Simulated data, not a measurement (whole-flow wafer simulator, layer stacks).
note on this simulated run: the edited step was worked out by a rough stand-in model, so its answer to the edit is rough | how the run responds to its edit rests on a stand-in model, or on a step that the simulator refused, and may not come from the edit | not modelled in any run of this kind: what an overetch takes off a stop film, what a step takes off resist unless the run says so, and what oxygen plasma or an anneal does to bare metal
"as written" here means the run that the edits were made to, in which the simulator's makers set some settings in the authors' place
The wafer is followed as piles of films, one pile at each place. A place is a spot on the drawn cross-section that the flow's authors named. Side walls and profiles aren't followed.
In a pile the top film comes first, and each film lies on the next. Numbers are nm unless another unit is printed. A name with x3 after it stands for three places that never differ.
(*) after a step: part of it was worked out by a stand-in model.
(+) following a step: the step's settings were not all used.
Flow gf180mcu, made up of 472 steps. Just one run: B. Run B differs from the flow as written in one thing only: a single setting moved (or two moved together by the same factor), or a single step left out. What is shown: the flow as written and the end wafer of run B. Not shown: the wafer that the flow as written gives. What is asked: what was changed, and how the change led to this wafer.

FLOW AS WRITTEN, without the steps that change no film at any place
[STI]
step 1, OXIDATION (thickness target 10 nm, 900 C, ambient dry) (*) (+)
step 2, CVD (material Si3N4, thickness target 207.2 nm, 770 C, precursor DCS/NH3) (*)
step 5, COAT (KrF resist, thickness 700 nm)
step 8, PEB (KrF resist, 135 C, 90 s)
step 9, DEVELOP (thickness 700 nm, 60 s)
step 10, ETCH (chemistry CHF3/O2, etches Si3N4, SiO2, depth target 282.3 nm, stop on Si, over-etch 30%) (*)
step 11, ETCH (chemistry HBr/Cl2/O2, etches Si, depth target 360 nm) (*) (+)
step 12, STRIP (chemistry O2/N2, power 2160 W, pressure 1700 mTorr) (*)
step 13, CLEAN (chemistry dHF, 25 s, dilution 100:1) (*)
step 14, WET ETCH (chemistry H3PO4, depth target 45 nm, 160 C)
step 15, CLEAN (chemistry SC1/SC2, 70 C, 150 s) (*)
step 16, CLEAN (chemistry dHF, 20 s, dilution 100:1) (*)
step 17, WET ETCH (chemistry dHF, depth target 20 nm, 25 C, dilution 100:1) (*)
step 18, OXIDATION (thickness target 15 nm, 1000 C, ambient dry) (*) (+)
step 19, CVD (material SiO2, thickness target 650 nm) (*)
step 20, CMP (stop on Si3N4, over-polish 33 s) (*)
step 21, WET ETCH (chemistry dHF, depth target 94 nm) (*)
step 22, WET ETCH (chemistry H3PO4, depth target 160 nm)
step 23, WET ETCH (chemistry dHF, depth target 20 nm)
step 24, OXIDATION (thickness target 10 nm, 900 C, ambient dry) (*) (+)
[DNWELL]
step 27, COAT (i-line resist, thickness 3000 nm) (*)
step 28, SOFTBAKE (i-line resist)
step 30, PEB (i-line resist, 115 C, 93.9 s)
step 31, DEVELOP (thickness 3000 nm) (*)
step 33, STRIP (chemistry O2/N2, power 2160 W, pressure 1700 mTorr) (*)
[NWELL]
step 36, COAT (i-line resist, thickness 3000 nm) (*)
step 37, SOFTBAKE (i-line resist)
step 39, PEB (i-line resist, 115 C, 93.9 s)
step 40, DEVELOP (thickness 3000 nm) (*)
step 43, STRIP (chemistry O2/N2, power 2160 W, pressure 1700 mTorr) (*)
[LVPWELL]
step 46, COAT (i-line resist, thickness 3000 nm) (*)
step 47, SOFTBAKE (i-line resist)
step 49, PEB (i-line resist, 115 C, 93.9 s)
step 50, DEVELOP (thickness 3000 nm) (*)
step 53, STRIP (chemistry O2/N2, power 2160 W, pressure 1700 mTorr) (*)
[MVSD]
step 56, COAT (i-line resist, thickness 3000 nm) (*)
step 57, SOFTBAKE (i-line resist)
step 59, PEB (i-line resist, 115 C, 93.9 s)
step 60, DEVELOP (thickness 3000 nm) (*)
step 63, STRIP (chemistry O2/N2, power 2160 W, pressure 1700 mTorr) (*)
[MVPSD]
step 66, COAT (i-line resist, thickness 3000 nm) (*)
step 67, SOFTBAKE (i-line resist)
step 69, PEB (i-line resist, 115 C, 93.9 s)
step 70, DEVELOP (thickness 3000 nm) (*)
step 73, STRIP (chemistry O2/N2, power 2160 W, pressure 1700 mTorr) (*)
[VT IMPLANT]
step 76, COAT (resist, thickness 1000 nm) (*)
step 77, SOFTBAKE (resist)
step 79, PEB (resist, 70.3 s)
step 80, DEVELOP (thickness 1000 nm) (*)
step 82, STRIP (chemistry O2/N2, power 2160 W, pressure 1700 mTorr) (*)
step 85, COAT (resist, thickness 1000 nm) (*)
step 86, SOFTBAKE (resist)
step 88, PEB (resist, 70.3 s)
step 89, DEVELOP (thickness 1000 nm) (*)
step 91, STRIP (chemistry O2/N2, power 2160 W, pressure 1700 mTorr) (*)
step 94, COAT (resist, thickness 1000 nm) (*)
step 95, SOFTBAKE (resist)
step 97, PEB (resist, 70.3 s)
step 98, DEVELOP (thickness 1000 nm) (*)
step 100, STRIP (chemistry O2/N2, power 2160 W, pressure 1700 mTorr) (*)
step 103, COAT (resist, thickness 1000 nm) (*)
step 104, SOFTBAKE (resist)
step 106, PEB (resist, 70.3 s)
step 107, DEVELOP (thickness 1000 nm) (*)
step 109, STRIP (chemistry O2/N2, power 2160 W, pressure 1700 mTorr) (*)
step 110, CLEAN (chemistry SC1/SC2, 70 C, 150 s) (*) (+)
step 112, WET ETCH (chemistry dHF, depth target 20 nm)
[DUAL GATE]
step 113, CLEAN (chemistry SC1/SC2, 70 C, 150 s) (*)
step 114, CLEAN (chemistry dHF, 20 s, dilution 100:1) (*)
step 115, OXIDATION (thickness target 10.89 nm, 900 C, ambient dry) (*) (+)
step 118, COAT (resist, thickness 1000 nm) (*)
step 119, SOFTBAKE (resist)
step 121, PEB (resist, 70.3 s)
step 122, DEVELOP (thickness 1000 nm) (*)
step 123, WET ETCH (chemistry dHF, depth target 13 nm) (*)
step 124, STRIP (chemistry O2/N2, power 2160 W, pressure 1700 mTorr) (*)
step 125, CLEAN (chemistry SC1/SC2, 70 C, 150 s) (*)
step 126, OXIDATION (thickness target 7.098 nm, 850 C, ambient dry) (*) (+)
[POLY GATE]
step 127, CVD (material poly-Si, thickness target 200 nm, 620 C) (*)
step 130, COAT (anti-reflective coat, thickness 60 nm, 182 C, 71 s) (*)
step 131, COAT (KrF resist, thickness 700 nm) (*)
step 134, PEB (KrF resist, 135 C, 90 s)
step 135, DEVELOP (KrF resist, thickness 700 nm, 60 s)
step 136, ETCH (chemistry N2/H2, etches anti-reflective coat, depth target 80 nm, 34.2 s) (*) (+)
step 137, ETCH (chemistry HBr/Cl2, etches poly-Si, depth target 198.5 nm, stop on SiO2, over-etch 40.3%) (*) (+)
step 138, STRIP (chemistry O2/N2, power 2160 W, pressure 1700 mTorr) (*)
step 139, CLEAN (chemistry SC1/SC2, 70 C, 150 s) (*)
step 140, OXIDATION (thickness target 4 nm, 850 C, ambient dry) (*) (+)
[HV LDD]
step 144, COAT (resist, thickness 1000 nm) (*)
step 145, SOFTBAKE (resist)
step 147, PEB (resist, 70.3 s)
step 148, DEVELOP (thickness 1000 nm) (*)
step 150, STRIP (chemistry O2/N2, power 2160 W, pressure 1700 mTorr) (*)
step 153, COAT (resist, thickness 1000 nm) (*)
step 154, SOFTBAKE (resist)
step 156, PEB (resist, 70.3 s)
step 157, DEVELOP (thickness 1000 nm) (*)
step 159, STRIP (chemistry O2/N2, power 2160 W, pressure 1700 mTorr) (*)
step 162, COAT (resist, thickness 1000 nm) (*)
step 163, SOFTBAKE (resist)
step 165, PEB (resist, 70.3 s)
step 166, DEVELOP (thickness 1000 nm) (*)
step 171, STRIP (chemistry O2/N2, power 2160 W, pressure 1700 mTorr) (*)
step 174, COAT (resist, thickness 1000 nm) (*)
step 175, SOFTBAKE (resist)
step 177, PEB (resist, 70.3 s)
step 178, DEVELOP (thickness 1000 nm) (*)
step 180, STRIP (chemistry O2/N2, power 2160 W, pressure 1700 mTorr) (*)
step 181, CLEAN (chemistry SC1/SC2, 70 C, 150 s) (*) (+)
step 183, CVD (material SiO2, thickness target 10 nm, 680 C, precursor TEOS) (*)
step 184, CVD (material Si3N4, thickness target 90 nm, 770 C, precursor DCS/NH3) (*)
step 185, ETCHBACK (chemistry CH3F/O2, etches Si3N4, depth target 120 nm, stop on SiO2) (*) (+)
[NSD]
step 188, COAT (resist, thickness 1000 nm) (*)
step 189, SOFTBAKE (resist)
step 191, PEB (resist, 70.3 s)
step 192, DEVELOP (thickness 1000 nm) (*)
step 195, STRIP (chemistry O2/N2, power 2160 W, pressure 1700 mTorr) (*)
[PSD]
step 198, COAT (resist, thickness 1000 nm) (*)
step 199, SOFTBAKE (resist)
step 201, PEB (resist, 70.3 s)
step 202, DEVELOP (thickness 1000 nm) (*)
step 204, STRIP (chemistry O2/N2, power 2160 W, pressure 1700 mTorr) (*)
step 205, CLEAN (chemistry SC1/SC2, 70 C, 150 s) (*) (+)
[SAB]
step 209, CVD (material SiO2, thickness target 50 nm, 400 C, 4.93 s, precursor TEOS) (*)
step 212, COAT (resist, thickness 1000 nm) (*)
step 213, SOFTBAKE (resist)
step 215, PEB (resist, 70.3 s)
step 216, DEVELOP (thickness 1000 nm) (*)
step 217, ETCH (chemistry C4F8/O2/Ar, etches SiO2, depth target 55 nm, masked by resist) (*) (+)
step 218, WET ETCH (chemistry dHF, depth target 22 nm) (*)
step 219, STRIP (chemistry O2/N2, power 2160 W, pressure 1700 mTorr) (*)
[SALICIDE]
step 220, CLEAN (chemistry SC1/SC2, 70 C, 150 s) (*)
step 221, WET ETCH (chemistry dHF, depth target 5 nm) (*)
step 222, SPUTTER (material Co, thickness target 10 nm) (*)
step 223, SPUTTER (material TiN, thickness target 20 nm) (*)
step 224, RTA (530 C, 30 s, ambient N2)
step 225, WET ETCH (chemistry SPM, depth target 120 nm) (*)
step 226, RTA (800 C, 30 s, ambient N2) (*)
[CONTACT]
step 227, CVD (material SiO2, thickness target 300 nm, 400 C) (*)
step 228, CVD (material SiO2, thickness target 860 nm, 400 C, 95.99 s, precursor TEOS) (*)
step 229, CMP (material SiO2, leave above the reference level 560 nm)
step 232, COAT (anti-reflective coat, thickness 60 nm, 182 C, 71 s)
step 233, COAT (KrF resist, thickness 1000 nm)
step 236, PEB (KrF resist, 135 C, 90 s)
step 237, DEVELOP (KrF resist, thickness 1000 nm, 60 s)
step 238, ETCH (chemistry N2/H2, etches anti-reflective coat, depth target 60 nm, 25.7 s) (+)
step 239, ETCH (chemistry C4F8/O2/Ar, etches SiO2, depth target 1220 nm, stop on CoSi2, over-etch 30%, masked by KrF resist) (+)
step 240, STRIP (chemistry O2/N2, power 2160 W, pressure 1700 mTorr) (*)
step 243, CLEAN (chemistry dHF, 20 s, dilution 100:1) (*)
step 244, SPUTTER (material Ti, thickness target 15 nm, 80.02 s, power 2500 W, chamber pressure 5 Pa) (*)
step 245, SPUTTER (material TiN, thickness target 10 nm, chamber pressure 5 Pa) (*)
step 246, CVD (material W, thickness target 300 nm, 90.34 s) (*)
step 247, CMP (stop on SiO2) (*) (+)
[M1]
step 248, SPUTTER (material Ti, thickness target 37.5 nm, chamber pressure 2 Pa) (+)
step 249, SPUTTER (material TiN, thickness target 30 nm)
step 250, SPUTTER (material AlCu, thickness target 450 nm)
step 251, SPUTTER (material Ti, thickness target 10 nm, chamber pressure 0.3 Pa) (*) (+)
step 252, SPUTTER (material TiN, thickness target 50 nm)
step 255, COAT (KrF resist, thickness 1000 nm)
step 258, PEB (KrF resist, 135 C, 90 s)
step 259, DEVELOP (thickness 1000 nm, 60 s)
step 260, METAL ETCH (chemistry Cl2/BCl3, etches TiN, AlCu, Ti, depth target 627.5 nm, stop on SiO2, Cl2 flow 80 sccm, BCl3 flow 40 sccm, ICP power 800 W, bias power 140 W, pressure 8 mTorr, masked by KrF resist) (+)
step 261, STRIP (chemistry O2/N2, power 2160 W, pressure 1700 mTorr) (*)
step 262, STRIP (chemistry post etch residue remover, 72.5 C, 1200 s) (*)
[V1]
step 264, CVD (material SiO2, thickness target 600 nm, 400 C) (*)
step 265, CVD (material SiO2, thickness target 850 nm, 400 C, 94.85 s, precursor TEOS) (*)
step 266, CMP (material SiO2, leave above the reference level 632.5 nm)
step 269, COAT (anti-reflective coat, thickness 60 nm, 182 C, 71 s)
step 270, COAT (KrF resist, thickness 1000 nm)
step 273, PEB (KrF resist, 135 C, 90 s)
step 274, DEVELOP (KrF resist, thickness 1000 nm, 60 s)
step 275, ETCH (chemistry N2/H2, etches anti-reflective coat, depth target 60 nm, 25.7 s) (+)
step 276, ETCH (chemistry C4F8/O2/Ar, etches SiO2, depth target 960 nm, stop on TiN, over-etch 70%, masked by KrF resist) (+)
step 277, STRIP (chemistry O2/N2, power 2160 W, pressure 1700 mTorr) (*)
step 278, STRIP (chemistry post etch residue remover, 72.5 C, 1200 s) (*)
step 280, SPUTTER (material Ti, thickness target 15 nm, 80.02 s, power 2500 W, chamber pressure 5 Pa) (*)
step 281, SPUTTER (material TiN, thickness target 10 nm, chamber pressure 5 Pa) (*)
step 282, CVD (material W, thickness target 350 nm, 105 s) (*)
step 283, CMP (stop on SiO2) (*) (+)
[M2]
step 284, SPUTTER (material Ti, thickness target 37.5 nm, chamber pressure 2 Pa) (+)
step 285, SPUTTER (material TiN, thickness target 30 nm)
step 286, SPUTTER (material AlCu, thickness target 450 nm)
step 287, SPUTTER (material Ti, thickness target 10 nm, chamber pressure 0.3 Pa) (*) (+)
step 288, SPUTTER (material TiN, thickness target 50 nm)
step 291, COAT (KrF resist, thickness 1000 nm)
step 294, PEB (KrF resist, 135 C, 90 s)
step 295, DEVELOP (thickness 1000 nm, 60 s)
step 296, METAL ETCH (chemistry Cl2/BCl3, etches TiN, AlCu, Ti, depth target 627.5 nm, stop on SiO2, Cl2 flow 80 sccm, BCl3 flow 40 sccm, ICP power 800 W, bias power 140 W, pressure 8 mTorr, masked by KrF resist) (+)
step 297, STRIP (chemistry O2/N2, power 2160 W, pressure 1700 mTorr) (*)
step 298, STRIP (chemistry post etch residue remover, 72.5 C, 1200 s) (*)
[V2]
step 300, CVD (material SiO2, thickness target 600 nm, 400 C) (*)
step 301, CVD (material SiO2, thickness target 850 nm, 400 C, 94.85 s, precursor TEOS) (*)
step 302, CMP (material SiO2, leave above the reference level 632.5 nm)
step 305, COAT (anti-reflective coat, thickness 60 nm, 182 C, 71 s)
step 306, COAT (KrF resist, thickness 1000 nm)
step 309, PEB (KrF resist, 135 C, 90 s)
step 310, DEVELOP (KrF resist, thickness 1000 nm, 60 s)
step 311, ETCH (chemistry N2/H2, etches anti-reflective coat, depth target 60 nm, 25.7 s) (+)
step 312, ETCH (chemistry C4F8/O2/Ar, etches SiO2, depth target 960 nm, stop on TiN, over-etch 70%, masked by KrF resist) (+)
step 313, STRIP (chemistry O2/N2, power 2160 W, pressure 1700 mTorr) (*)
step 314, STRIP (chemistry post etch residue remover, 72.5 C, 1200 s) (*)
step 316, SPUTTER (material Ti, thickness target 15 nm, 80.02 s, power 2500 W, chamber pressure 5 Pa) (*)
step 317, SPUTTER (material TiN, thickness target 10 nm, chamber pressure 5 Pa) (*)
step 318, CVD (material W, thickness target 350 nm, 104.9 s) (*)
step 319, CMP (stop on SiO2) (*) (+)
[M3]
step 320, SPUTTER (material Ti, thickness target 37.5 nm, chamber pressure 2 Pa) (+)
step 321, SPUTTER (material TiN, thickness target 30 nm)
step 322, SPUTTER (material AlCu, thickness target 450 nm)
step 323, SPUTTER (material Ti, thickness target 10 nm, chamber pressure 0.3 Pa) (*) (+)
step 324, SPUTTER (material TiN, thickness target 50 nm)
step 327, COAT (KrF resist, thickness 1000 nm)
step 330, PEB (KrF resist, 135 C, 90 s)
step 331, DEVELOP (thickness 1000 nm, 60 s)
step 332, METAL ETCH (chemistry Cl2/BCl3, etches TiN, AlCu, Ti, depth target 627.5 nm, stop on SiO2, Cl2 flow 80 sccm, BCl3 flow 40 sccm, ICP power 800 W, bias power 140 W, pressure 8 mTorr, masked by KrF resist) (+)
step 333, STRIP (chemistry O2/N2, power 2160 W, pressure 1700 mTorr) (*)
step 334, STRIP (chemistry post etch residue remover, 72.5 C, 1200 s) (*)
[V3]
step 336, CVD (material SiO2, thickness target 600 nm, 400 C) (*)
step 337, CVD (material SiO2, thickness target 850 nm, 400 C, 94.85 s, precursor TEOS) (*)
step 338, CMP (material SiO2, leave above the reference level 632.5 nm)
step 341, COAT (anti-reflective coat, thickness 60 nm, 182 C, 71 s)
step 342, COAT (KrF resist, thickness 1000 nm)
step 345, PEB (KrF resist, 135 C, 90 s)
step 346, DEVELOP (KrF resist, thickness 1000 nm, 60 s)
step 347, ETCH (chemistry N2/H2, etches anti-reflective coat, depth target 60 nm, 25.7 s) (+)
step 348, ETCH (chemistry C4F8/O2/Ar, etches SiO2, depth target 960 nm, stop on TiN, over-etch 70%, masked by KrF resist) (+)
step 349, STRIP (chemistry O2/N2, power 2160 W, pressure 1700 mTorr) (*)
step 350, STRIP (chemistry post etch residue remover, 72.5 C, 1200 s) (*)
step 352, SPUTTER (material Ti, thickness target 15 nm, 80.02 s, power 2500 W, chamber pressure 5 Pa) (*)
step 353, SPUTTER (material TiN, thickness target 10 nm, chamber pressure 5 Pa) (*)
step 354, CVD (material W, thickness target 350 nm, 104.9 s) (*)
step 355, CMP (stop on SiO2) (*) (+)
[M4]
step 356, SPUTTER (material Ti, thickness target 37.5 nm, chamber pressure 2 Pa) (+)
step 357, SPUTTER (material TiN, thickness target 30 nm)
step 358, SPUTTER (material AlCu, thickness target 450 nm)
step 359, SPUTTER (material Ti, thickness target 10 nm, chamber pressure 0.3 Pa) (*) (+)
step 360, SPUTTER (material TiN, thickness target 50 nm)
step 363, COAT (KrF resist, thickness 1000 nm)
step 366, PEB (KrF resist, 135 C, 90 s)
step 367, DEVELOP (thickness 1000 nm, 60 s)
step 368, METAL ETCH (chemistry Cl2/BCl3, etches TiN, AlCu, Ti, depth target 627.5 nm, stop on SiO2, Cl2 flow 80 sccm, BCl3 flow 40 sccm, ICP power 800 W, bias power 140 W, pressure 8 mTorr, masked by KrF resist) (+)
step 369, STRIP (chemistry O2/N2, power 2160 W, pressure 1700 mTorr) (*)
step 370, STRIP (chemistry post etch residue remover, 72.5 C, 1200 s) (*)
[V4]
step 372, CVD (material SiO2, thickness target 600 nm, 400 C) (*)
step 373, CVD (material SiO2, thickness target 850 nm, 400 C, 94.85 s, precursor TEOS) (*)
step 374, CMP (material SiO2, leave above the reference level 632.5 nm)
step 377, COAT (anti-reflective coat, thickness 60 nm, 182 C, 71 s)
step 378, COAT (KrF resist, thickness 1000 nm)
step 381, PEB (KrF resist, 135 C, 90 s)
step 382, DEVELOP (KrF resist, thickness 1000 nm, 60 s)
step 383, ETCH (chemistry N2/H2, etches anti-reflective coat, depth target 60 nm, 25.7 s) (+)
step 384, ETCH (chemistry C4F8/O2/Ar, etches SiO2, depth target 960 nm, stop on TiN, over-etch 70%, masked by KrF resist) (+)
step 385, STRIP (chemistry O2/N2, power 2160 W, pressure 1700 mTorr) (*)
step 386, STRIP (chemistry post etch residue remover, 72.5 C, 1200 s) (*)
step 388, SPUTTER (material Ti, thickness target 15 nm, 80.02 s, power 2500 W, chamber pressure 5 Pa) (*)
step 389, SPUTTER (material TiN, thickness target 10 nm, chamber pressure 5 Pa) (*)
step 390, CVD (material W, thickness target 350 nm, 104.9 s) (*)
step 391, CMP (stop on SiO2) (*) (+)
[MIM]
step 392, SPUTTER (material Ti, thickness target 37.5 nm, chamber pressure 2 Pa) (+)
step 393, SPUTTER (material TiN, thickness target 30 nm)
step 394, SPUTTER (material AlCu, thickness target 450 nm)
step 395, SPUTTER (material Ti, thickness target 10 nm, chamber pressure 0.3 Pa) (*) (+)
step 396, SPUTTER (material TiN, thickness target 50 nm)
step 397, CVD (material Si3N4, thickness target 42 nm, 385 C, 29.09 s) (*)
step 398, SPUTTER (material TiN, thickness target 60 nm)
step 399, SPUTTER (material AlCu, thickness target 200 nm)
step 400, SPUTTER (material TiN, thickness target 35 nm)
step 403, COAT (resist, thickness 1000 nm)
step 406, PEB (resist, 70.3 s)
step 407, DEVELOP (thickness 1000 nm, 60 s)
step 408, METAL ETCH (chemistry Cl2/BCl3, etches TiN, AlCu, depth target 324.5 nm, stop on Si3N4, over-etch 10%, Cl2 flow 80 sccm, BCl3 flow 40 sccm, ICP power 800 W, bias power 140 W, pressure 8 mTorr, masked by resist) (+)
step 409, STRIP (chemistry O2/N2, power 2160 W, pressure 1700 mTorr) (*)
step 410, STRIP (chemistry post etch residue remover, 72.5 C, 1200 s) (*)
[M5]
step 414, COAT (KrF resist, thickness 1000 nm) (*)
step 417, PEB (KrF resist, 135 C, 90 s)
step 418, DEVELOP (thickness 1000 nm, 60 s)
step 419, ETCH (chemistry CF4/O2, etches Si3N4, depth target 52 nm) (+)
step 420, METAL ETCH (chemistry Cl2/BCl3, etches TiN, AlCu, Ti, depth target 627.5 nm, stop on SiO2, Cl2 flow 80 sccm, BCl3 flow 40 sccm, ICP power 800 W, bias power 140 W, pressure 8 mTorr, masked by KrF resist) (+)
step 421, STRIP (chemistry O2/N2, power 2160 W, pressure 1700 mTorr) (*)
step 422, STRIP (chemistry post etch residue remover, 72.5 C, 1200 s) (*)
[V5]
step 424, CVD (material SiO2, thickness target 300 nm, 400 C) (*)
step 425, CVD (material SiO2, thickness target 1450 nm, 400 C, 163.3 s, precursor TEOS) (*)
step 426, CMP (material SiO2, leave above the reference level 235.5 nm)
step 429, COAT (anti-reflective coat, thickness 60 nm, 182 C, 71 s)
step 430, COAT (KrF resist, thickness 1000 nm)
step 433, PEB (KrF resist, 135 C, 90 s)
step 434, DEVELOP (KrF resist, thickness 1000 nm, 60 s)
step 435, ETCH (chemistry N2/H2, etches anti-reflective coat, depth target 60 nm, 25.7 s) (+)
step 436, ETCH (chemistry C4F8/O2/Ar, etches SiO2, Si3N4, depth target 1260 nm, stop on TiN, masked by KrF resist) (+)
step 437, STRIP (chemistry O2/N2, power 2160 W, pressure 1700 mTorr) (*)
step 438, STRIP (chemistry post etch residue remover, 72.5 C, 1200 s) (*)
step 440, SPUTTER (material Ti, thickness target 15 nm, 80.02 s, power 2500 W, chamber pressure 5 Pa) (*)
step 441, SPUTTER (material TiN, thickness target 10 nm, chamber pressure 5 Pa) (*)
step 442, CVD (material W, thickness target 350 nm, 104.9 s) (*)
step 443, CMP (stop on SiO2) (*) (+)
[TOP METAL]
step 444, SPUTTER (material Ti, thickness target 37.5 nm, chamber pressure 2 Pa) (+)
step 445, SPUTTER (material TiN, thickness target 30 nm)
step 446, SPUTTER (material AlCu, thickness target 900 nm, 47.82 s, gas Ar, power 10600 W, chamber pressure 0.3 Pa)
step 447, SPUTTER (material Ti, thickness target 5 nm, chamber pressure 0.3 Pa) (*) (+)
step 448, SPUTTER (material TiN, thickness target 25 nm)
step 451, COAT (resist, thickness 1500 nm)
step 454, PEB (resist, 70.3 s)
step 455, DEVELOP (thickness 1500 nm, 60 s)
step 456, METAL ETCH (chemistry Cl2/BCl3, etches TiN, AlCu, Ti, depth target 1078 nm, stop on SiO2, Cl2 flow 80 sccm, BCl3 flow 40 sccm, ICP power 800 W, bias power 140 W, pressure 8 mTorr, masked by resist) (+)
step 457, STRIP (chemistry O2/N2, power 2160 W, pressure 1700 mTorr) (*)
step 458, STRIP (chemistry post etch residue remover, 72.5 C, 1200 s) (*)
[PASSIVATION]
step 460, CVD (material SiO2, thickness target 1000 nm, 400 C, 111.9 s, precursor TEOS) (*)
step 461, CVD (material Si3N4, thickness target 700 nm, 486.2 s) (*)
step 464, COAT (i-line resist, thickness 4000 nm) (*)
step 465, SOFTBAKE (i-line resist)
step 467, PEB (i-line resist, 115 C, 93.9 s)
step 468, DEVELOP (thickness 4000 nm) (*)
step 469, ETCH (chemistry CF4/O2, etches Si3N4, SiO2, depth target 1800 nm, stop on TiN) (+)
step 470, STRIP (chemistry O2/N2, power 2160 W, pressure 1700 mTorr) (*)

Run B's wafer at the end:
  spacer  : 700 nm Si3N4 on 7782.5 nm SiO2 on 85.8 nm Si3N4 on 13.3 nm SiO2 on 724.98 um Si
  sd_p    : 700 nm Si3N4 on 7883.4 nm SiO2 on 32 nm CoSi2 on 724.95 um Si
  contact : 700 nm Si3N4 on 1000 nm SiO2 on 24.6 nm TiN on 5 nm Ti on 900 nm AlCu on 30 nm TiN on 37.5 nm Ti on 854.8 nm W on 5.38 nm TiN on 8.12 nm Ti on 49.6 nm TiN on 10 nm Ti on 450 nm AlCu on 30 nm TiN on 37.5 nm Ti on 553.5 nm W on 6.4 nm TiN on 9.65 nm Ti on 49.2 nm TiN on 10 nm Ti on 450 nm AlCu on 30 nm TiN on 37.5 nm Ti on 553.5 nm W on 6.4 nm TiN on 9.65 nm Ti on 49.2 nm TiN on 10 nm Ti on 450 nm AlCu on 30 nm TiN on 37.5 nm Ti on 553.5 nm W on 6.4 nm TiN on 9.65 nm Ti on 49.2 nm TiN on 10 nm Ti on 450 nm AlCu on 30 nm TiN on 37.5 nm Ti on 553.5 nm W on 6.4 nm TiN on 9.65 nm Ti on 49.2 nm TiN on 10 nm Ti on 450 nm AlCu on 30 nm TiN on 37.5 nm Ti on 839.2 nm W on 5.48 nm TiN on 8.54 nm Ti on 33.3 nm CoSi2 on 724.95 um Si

Cause: step 183, CVD: thickness target 6.1 nm was run, though the flow has thickness target 10 nm.

The path from the change to this, step by step:
  step 183, CVD (material SiO2, thickness target 10 nm, 680 C, precursor TEOS) (*)
      field, field__w1, field__w2 and 99 more: SiO2 gains 6.1 (it would be, as written: SiO2 gains 10)
      ld_drift_p: SiO2 gains 6.02 (it would be, as written: SiO2 gains 9.87)
      (and at 1 other place as well)
  step 189, SOFTBAKE (resist)
      field: resist loses 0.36 (it would be, as written: resist gains 3.56)
      active_hv: resist loses 0.53 (it would be, as written: resist gains 2.68)
      (and at 3 other places as well)
  step 199, SOFTBAKE (resist)
      field: resist loses 0.36 (it would be, as written: resist gains 3.56)
      active_hv: resist loses 0.53 (it would be, as written: resist gains 2.68)
      (and at 3 other places as well)
  step 218, WET ETCH (chemistry dHF, depth target 22 nm) (*)
      gate, gate_hv, gate_p and 23 more: SiO2 loses 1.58 (all of it) (it would be, as written: SiO2 loses 5.48 (all of it))
      active, p_well, sd_n, iso_ptap_pw, iso_ntap_nw, iso_ptap_sub, vpnp_e: SiO2 loses 5.11 (all of it) (it would be, as written: SiO2 loses 9.01 (all of it))
      (and at 16 other places as well)
  step 229, CMP (material SiO2, leave above the reference level 560 nm)
      field__w3: SiO2 loses 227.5 (it would be, as written: SiO2 loses 232.3)
      field__w12: SiO2 loses 227.3 (it would be, as written: SiO2 loses 232.1)
      (and at 1 other place as well)
